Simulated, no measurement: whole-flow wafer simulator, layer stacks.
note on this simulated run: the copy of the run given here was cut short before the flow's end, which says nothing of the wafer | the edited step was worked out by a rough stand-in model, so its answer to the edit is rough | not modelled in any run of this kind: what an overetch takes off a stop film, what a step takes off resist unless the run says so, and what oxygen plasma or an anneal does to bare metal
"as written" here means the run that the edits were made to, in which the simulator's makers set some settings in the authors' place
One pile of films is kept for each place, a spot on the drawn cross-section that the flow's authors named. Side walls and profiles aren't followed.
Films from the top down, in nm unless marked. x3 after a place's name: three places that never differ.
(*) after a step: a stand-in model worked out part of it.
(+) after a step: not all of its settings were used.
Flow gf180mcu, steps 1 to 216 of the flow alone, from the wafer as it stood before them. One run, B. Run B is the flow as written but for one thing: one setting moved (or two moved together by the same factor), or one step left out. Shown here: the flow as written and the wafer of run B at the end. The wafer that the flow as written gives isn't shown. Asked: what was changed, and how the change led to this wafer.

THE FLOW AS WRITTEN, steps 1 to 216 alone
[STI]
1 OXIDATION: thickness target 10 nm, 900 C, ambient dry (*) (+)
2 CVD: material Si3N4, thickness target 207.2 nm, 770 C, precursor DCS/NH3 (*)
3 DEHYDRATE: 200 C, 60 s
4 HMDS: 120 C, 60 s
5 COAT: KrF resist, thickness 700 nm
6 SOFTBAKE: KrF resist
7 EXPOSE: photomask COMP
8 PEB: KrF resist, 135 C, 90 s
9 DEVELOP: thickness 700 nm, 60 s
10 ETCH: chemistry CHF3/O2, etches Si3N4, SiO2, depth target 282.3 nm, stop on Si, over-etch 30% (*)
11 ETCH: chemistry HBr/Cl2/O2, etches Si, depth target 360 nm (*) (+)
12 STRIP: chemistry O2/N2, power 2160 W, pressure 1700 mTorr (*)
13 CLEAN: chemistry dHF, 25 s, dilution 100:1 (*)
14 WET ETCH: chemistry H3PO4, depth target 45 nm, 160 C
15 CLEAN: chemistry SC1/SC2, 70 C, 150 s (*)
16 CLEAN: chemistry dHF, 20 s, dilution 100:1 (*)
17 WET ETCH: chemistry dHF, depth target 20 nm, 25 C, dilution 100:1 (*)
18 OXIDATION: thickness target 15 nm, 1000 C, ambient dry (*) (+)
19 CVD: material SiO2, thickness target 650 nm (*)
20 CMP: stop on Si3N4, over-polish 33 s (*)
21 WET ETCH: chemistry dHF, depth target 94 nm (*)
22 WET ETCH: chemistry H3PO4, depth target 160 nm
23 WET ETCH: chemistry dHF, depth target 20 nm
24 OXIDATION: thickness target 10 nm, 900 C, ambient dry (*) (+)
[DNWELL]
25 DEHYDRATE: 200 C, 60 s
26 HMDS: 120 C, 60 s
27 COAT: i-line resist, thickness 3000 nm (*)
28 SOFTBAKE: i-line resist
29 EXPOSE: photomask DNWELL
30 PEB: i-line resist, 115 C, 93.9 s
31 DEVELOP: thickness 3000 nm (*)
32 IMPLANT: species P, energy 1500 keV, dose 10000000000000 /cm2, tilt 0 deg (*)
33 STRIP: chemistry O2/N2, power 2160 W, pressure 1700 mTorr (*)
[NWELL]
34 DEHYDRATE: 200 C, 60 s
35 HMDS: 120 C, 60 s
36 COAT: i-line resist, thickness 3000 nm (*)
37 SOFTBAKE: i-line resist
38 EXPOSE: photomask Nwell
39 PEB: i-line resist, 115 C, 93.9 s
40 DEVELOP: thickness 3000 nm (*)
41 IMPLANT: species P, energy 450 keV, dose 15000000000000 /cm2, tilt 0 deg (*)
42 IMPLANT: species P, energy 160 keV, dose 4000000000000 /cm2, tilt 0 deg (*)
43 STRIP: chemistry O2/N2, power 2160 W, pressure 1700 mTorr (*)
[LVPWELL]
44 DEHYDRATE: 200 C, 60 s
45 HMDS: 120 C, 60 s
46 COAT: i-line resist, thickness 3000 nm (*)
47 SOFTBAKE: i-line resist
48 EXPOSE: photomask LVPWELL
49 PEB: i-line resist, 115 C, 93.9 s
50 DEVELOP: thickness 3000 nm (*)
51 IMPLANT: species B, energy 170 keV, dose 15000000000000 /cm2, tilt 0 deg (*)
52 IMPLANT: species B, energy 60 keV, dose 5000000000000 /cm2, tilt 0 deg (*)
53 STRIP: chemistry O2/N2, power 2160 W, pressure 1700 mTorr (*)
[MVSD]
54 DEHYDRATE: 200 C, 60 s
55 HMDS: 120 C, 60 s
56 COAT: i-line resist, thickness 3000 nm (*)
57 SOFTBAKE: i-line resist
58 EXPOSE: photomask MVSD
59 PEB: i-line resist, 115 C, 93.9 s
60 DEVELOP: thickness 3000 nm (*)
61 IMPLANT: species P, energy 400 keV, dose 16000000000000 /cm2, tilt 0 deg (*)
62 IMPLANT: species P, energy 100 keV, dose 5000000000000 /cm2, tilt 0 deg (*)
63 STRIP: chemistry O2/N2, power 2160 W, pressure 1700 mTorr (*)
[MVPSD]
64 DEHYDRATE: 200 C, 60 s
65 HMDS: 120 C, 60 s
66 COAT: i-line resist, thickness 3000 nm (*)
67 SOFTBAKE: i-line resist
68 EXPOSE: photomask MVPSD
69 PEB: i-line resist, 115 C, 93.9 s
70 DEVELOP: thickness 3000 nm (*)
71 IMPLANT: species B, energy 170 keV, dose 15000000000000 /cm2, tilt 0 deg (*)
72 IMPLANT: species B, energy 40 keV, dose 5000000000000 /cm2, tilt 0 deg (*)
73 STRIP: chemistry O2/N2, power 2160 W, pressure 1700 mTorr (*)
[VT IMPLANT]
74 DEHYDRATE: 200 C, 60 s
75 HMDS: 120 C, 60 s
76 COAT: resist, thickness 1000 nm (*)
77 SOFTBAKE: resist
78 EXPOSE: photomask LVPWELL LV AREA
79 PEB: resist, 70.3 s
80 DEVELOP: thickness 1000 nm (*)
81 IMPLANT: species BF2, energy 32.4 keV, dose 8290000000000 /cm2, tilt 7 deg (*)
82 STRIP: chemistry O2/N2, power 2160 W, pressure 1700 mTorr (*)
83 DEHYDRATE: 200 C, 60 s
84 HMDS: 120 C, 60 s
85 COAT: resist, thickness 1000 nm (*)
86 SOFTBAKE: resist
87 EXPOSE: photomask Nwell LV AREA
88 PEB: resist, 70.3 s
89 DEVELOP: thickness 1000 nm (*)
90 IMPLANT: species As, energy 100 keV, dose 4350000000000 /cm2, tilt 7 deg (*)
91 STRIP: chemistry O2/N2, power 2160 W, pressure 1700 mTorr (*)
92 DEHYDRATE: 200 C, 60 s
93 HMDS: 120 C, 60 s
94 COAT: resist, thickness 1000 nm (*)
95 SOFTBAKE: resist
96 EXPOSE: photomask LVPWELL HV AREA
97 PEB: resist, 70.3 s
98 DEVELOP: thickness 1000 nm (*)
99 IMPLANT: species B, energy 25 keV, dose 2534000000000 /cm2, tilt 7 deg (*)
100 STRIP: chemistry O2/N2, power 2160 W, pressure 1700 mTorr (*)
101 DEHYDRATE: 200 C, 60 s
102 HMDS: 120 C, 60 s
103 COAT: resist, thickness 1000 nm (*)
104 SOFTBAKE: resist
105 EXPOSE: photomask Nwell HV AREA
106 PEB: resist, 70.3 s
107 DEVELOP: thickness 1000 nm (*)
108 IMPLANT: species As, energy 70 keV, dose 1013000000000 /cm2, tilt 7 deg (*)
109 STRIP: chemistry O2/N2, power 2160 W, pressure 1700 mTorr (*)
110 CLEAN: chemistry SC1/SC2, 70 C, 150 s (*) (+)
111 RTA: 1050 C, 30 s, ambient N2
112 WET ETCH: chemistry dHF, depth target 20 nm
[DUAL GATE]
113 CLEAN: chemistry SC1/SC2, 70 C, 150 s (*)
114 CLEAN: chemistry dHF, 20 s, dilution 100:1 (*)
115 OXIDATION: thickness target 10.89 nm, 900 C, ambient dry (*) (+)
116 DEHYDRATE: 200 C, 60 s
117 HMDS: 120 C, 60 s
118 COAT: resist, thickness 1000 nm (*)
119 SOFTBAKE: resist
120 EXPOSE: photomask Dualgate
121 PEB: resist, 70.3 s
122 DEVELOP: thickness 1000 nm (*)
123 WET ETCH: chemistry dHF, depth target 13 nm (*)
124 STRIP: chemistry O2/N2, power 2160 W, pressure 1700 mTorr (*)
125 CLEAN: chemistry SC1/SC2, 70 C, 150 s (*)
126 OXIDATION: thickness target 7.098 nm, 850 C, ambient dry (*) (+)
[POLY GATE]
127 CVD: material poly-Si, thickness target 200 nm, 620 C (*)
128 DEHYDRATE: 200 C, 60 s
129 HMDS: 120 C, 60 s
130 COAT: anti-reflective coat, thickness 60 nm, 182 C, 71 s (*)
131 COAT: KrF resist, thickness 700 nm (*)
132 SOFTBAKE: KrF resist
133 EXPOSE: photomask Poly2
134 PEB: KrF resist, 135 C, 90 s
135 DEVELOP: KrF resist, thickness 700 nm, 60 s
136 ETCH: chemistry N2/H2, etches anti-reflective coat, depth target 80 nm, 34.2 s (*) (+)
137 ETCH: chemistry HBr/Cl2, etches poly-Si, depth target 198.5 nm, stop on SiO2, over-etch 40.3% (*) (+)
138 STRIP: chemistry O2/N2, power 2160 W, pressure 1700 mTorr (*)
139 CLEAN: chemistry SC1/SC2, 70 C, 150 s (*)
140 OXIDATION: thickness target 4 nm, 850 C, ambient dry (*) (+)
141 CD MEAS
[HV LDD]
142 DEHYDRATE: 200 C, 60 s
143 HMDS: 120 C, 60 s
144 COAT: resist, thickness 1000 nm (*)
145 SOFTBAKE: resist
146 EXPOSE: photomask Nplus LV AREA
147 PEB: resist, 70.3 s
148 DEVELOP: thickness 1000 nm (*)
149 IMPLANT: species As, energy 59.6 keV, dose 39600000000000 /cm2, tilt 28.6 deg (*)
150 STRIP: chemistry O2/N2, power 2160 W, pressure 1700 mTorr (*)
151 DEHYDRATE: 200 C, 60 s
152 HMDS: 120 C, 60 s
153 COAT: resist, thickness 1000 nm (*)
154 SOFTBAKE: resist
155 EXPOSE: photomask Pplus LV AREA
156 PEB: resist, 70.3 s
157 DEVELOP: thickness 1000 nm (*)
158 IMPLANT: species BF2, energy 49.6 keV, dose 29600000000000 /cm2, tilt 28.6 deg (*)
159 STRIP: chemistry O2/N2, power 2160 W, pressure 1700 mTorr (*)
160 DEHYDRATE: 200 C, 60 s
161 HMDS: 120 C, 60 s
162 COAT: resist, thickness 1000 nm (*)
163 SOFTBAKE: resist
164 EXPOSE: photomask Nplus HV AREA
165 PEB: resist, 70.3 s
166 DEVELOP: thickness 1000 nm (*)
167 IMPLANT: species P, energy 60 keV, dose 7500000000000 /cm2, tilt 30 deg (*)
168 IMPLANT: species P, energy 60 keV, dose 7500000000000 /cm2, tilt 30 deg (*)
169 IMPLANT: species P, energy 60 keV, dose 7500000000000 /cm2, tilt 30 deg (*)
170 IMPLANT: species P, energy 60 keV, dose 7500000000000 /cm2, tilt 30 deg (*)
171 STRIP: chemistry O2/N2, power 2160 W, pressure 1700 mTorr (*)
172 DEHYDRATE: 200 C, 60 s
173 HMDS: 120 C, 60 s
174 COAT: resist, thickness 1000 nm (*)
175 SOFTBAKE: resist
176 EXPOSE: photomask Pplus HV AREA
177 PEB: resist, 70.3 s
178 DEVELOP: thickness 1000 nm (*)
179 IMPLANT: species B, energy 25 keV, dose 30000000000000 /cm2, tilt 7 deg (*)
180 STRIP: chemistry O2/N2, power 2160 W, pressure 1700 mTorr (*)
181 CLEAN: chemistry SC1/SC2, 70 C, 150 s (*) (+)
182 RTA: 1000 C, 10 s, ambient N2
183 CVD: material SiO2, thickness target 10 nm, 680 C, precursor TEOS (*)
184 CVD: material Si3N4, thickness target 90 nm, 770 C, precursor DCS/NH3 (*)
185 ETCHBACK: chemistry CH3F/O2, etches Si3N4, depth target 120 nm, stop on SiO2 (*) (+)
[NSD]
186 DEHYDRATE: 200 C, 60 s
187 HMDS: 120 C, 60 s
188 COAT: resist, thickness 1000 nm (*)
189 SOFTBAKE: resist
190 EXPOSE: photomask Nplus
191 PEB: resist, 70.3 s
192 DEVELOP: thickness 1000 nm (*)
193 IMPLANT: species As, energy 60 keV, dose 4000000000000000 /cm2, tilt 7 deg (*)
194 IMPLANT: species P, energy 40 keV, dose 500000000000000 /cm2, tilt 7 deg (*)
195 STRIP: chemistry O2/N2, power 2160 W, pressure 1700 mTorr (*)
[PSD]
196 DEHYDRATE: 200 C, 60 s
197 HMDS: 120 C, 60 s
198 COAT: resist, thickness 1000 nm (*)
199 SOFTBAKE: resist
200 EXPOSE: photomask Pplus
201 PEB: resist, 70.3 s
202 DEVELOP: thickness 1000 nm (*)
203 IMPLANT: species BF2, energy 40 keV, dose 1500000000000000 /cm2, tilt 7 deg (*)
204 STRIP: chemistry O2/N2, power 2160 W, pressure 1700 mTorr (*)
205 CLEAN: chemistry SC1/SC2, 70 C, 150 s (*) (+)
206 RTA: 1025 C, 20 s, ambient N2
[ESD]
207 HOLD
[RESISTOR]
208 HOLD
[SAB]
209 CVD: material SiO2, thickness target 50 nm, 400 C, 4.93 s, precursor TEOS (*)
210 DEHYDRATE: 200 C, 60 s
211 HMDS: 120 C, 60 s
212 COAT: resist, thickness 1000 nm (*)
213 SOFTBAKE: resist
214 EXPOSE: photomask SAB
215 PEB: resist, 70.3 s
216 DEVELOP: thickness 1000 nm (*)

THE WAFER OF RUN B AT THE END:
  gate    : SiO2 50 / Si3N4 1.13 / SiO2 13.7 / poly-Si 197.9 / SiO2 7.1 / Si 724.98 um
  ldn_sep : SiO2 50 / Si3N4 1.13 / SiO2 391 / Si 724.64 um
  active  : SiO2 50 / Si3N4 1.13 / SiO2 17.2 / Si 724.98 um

The cause: step 185, ETCHBACK: depth target 88.8 nm was run, where the flow has depth target 120 nm.

How the change led to this, step by step:
  185 ETCHBACK: chemistry CH3F/O2, etches Si3N4, depth target 120 nm, stop on SiO2 (*) (+)
      field, field__w1, field__w2 and 100 more: Si3N4 -88.8 (as written it would be: Si3N4 -90 (all of it), SiO2 -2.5)
  189 SOFTBAKE: resist
      field__w9: resist -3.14 (as written it would be: resist +6.92)
      nw_enc_fld_lv: resist +5.57 (as written it would be: resist +0.86)
  199 SOFTBAKE: resist
      field__w9: resist -3.14 (as written it would be: resist +6.92)
      nw_enc_fld_lv: resist +5.57 (as written it would be: resist +0.86)
  205 CLEAN: chemistry SC1/SC2, 70 C, 150 s (*) (+)
      field, field__w1, field__w2 and 105 more: Si3N4 -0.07 (as written it would be: SiO2 -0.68)
  209 CVD: material SiO2, thickness target 50 nm, 400 C, 4.93 s, precursor TEOS (*)
      field, field__w7, field__w8 and 73 more: SiO2 +50 (new film) (as written it would be: SiO2 +50)
      field_sub__w1, field_sub__w3, field_sub__w4, field_sub__w5, ld_drift_n: SiO2 +48.8 (new film) (as written it would be: SiO2 +48.9)
      (and at 27 more places)
